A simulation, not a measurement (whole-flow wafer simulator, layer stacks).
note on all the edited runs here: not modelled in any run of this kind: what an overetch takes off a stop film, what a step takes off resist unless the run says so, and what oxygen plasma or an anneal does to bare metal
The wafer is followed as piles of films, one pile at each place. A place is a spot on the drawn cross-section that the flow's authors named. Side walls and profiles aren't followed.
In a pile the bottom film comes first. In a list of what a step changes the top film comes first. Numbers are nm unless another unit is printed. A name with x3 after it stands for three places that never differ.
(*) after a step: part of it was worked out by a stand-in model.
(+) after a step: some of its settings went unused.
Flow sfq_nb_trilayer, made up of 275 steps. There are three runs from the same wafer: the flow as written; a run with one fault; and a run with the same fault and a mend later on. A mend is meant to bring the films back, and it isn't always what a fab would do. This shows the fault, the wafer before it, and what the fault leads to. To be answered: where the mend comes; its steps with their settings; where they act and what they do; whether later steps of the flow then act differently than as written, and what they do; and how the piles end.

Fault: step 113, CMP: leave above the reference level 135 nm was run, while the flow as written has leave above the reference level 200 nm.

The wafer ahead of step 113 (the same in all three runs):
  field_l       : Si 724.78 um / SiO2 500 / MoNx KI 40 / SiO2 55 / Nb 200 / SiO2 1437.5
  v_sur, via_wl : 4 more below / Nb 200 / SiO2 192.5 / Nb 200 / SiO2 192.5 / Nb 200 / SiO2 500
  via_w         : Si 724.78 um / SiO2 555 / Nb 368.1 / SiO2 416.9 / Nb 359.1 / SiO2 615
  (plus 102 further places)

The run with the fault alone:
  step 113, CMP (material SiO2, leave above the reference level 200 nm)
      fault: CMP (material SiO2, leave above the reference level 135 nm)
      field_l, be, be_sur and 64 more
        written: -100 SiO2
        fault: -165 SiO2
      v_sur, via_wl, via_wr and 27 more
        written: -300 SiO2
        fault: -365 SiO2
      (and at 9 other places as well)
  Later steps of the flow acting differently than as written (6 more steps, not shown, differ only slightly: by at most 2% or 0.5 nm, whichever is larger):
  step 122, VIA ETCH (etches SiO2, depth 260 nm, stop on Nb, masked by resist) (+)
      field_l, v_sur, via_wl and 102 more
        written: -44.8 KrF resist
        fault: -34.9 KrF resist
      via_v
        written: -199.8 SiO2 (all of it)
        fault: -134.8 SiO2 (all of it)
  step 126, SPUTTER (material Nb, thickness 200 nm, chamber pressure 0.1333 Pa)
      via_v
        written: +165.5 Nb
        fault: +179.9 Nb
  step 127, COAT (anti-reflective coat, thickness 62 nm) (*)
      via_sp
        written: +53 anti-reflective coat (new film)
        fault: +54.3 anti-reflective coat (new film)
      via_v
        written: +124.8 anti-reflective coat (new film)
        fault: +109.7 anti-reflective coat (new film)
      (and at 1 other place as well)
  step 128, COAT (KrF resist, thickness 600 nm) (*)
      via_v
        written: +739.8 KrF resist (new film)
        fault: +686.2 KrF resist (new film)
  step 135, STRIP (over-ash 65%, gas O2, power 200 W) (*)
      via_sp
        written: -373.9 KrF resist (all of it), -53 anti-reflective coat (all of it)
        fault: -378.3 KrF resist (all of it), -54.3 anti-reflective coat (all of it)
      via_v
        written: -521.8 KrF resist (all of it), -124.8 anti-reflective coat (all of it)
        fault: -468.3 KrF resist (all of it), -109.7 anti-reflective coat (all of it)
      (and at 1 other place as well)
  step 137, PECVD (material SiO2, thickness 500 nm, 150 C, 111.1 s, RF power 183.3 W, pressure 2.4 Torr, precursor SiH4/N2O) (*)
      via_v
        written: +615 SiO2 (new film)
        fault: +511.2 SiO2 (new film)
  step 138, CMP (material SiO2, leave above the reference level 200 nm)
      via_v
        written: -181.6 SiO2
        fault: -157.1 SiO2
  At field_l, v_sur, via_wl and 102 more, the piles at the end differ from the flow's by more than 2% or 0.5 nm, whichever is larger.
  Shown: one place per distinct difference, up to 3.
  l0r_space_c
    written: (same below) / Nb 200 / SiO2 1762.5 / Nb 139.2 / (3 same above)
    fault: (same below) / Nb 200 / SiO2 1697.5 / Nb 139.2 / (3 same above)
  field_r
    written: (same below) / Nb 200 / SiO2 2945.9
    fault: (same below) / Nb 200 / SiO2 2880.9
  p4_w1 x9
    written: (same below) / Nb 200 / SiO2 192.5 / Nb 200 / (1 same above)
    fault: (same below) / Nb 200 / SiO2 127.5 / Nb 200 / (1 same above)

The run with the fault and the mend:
  After step 120 comes the mend.
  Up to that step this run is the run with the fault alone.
  step 120a, STRIP (over-ash 65%, gas O2, power 200 W) (*)
      field_l, v_sur, via_wl and 102 more
        -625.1 KrF resist (all of it), -62 anti-reflective coat (all of it)
      via_v
        -62 anti-reflective coat (all of it)
  step 120b, PECVD (material SiO2, thickness 65 nm, 150 C, 14.44 s, RF power 183.3 W, pressure 2.4 Torr, precursor SiH4/N2O) (a further turn of the flow's step 112, with different settings)
      field_l, v_sur, via_wl and 103 more
        +65 SiO2
  step 120c, COAT (anti-reflective coat, thickness 62 nm) (a further turn of the flow's step 115)
      field_l, v_sur, via_wl and 103 more
        +62 anti-reflective coat (new film)
  step 120d, COAT (KrF resist, thickness 650 nm) (a further turn of the flow's step 116)
      field_l, v_sur, via_wl and 103 more
        +650 KrF resist (new film)
  step 120e, SOFTBAKE (KrF resist) (a further turn of the flow's step 117)
      does not change any film at any place that is followed
  step 120f, EXPOSE (photomask I3, dose 11.91 mJ/cm2, NA 0.6, wavelength 248 nm) (*) (a further turn of the flow's step 118)
      does not change any film at any place that is followed
  step 120g, PEB (KrF resist, 90 s) (a further turn of the flow's step 119)
      field_l, v_sur, via_wl and 103 more
        -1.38 KrF resist
  step 120h, DEVELOP (KrF resist, thickness 650 nm, 60 s) (a further turn of the flow's step 120)
      field_l, v_sur, via_wl and 102 more
        -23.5 KrF resist
      via_v
        -648.6 KrF resist (all of it)
  Every later step of the flow that is run acts as written, at every place that is followed, to within 2% or 0.5 nm, whichever is larger.
  At every place that both follow, the piles at the end match the flow's.
